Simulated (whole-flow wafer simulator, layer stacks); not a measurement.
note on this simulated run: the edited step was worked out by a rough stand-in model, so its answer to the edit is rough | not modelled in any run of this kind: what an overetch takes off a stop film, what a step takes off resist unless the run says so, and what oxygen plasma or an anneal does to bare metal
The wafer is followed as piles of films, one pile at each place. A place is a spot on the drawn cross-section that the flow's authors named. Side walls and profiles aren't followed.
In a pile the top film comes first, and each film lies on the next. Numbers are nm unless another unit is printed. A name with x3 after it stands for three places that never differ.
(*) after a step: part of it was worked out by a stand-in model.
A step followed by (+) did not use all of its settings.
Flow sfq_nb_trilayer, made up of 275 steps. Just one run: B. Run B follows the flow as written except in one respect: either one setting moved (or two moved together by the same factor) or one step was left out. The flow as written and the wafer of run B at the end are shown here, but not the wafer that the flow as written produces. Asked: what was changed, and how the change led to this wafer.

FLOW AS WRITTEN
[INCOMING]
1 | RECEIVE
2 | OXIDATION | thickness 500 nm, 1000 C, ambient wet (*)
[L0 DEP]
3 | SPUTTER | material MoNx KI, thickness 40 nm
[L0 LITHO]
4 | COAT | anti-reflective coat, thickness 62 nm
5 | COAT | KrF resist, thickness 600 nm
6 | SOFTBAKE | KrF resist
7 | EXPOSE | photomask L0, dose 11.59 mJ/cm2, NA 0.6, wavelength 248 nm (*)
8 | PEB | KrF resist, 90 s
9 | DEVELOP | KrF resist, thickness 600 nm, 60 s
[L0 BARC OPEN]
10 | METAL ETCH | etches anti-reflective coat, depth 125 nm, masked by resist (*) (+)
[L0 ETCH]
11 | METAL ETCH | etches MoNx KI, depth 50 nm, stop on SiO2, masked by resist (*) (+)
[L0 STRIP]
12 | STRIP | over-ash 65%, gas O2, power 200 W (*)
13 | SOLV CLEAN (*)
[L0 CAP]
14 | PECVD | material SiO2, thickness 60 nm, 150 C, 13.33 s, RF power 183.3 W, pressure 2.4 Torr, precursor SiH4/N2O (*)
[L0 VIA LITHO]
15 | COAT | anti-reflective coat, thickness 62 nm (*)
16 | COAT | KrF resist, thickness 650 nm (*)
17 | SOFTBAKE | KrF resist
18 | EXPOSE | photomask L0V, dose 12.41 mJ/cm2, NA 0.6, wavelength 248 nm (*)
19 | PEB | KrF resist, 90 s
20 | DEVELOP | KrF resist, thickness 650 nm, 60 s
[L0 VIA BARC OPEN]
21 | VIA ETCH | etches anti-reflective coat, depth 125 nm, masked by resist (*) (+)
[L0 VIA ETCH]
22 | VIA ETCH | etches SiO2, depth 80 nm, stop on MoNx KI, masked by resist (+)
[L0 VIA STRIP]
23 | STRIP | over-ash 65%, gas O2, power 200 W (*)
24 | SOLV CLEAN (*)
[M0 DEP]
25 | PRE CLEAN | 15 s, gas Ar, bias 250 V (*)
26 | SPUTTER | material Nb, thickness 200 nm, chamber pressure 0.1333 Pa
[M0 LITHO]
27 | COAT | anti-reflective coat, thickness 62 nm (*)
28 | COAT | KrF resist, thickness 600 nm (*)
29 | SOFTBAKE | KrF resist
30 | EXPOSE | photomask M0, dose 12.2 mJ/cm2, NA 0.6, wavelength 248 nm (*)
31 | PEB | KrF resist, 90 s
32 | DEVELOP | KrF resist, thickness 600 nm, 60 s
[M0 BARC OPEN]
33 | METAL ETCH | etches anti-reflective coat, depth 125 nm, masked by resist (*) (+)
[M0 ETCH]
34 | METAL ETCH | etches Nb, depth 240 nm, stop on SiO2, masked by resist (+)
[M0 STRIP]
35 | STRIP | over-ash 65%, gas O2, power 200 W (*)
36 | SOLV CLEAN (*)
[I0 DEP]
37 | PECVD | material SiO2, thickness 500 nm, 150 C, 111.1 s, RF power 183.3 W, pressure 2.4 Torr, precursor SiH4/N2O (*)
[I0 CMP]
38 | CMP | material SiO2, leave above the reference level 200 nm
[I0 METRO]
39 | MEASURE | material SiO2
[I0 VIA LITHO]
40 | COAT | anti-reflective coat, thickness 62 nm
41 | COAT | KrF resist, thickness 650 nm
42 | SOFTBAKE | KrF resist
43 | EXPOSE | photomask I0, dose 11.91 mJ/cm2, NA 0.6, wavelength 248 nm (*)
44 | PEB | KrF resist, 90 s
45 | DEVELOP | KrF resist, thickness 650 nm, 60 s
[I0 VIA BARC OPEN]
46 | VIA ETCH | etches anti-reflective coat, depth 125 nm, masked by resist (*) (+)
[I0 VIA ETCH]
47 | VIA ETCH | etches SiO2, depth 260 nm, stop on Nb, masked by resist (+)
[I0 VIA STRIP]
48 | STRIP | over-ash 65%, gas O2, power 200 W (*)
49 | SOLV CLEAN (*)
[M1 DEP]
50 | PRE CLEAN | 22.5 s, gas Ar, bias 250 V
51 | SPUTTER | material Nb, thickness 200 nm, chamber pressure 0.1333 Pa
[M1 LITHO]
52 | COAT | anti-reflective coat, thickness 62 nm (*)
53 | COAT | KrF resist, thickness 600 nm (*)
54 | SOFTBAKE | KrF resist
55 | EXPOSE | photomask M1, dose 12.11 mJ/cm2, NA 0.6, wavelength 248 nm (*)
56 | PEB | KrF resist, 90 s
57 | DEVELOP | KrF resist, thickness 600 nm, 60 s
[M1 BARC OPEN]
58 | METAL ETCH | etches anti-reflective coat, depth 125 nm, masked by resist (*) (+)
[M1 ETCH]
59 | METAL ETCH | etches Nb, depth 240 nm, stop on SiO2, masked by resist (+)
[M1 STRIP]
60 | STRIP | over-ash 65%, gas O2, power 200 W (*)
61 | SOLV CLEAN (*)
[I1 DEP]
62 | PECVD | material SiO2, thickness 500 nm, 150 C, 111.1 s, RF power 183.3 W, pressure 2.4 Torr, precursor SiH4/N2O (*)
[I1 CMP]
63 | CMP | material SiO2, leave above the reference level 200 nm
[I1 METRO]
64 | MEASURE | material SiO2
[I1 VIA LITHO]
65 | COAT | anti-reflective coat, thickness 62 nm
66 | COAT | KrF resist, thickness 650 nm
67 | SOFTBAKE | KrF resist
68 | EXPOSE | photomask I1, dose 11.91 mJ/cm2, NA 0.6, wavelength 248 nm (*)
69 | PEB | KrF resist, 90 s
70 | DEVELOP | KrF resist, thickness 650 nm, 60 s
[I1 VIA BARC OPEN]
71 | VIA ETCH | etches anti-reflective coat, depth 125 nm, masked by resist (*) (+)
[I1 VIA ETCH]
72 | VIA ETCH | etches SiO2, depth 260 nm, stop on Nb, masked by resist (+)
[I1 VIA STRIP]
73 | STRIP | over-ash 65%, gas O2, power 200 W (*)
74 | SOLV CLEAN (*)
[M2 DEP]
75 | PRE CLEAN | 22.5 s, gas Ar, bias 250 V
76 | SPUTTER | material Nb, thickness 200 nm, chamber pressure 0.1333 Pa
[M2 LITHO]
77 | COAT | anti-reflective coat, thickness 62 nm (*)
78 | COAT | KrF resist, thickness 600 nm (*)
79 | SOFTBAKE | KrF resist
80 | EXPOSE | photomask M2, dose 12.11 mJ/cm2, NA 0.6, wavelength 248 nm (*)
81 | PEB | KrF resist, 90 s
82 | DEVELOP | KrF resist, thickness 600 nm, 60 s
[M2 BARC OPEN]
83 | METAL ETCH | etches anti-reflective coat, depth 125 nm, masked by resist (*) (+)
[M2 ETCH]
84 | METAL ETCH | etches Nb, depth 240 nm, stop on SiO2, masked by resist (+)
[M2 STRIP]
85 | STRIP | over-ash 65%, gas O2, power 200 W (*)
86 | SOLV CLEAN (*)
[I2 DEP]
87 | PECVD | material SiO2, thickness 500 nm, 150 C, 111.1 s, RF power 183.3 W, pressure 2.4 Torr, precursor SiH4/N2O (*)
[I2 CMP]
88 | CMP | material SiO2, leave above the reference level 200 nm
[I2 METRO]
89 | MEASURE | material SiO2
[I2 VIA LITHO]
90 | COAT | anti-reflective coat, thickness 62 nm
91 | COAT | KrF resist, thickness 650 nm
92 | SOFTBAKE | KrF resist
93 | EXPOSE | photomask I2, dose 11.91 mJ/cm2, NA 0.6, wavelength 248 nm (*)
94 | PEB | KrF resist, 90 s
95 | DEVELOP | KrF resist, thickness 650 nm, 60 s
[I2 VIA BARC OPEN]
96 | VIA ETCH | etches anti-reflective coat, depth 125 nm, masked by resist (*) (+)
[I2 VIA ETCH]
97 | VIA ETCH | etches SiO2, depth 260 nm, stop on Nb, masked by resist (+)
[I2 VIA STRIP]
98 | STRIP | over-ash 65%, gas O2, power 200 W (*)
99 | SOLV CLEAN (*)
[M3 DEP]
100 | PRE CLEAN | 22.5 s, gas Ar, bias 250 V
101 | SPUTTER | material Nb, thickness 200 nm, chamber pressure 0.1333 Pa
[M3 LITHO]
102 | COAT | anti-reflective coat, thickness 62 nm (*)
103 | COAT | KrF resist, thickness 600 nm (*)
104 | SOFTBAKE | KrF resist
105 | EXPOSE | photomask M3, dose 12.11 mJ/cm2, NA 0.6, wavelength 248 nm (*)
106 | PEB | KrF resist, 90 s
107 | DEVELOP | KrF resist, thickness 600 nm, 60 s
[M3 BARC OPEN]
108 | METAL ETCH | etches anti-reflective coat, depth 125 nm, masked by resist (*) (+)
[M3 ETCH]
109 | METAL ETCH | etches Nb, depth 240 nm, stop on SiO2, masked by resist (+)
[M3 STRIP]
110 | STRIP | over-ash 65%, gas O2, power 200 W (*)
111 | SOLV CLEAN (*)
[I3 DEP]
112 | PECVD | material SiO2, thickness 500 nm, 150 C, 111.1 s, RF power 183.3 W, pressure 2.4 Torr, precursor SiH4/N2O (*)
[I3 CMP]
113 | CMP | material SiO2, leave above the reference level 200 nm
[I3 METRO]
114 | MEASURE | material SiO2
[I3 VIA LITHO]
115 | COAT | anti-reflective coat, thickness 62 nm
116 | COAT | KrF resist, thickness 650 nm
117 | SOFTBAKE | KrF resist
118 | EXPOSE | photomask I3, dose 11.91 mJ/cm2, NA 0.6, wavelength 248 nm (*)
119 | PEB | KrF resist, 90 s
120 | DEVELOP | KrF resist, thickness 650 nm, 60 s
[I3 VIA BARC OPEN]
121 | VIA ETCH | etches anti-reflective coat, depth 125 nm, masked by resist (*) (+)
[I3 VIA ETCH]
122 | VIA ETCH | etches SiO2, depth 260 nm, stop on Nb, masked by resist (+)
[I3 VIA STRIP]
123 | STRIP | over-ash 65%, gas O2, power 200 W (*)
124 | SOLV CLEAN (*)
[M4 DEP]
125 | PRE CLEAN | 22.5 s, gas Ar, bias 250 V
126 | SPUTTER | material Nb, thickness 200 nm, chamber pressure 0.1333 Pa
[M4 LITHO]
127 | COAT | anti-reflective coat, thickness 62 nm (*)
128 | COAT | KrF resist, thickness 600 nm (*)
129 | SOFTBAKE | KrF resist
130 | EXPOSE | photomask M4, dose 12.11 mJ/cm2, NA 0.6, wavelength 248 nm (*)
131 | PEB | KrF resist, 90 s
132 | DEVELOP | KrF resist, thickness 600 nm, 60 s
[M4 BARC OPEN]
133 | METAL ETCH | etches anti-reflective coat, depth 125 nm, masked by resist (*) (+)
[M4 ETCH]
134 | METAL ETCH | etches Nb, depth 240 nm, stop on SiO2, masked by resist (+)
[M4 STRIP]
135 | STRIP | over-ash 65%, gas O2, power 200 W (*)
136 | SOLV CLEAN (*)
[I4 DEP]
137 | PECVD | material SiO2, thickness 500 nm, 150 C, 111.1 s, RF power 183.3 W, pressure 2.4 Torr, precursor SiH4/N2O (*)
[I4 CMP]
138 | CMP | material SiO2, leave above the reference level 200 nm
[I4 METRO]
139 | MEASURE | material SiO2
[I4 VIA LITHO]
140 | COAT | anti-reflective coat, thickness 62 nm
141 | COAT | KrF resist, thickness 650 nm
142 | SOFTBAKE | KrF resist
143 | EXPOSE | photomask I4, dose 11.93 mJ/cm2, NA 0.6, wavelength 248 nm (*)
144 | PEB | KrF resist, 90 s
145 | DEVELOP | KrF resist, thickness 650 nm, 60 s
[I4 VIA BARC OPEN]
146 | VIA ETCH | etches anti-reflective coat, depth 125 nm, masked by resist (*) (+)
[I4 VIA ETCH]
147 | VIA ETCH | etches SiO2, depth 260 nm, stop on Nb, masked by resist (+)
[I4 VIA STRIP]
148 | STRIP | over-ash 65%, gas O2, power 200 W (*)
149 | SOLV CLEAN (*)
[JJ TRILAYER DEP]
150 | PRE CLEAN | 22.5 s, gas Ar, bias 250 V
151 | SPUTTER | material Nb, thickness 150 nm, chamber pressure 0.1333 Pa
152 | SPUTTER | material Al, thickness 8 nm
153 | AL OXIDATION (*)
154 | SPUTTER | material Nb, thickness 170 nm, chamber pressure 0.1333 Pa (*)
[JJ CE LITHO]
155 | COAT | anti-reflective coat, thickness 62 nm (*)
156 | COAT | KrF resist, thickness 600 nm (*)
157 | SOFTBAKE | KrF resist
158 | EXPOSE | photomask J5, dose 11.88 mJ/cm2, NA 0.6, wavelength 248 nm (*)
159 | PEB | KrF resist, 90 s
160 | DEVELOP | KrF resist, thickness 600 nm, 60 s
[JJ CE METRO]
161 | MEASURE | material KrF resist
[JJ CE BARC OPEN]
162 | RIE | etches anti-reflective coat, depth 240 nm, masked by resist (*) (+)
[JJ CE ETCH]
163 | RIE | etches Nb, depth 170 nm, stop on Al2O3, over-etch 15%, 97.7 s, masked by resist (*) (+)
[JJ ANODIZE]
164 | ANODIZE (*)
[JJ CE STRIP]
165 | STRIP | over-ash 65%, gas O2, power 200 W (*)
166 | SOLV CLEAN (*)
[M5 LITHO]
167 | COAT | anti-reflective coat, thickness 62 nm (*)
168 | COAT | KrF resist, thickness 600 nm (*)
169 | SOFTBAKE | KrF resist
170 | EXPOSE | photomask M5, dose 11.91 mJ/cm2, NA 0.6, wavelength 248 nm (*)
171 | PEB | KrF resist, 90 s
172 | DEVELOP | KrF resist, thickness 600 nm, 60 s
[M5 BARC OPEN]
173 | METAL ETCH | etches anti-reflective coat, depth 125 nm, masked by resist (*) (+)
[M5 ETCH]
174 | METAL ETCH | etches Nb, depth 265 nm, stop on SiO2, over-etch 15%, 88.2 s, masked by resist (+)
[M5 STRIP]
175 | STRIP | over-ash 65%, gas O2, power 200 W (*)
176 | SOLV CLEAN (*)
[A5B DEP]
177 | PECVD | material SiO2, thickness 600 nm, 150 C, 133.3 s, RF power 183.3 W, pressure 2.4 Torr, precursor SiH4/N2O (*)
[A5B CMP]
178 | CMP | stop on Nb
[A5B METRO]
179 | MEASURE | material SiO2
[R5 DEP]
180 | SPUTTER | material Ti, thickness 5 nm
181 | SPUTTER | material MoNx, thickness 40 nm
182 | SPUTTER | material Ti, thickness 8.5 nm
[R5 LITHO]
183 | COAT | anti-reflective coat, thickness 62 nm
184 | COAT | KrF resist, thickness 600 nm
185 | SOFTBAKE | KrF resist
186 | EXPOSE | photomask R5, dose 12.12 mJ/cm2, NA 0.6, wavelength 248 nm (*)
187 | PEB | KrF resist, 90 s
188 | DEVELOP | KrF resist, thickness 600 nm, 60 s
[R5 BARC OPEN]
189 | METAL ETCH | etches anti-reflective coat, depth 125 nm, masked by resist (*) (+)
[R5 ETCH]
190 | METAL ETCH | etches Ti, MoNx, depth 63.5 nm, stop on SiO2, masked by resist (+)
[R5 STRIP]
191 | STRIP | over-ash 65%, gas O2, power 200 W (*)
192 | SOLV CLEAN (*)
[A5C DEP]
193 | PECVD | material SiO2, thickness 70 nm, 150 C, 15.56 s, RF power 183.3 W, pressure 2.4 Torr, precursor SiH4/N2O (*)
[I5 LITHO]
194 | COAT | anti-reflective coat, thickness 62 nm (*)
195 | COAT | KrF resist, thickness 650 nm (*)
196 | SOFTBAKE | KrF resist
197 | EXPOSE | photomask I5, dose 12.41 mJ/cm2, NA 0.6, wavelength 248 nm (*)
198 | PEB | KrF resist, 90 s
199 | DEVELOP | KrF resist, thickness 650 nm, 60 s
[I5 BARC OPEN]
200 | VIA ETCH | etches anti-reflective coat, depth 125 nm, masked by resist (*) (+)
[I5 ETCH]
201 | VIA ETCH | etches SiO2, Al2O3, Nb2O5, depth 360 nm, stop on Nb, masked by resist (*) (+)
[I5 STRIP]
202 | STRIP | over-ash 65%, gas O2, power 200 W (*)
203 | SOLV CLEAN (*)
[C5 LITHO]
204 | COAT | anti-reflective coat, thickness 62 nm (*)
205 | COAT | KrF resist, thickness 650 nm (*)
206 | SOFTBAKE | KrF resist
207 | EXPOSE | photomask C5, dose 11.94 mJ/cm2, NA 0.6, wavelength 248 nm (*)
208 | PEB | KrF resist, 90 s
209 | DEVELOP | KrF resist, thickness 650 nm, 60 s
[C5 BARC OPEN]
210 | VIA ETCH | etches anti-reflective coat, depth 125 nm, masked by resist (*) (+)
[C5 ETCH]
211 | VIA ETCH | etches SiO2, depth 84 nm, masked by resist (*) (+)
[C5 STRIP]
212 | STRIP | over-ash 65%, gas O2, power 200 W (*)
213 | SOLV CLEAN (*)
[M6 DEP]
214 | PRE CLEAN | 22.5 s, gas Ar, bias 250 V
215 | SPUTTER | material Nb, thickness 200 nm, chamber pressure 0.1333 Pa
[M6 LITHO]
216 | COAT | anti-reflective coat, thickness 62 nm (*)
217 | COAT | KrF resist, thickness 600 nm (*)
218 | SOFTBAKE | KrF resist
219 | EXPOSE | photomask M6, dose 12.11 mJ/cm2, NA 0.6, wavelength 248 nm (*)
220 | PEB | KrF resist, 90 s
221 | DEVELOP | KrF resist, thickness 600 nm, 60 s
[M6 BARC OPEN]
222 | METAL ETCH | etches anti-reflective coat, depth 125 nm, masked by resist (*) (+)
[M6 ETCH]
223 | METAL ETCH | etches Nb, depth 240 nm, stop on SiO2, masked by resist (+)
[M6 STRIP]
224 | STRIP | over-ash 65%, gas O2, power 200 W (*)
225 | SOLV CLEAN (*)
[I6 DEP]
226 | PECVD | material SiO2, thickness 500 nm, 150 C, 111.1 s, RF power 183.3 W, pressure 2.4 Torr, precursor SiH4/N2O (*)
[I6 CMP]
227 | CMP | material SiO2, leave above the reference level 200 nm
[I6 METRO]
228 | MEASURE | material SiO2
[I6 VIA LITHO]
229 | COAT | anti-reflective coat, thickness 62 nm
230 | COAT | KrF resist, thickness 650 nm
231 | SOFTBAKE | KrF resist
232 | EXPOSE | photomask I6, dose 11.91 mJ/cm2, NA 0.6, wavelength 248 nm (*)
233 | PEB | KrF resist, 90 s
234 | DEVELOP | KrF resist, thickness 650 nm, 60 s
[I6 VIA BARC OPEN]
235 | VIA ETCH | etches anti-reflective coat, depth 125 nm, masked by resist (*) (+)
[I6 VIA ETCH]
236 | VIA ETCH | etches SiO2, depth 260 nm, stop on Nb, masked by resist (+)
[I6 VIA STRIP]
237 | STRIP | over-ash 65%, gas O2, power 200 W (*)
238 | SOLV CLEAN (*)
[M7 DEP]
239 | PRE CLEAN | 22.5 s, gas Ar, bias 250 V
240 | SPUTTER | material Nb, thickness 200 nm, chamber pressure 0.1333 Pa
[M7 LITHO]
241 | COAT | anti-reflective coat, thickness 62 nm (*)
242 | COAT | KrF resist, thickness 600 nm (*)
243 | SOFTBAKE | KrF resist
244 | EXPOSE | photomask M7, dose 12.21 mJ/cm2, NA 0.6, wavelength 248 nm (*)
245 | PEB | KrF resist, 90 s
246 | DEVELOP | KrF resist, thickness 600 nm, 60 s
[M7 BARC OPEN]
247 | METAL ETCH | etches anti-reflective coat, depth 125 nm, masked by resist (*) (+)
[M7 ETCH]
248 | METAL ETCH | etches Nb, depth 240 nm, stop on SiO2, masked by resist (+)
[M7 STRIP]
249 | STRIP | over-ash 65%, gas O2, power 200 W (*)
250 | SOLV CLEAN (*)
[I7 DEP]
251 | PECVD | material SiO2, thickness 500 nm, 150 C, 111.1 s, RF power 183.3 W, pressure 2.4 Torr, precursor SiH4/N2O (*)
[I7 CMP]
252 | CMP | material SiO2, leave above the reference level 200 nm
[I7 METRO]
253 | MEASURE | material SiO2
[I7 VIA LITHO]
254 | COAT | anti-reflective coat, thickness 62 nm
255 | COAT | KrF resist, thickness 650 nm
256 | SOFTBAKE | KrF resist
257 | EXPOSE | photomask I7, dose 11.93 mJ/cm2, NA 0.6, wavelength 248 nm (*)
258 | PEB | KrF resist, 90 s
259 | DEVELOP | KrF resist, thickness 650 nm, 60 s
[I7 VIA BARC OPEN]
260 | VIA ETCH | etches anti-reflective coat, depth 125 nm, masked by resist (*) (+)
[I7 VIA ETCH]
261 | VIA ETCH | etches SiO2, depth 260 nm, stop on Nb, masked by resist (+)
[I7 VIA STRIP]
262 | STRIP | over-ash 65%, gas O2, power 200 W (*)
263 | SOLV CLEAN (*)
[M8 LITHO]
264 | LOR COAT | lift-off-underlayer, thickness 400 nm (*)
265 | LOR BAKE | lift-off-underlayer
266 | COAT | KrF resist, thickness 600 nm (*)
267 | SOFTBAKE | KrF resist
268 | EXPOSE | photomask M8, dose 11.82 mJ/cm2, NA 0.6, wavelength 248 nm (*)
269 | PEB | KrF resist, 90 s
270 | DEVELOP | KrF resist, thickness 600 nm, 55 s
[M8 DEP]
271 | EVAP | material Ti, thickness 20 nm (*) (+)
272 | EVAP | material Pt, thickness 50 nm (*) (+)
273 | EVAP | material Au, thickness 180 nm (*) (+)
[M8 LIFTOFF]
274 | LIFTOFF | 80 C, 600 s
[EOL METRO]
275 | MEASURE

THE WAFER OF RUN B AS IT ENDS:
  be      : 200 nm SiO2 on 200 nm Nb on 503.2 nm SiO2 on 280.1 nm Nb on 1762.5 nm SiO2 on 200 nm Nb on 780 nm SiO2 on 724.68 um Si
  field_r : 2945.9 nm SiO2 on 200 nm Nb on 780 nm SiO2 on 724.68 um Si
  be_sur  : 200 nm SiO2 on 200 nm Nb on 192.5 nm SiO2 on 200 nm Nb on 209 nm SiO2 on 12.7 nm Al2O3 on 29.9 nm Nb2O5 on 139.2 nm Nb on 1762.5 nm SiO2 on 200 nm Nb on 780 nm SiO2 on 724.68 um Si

What caused this: step 2, OXIDATION: thickness 725 nm was run, while the flow as written has thickness 500 nm.

How this came from the change, step by step:
  2 | OXIDATION | thickness 500 nm, 1000 C, ambient wet (*)
      field_l, v_sur, via_wl and 103 more: +725 SiO2 (new film), -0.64 chemical SiO2 (all of it), -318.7 Si (as written it would have been: +500 SiO2 (new film), -0.64 chemical SiO2 (all of it), -219.7 Si)
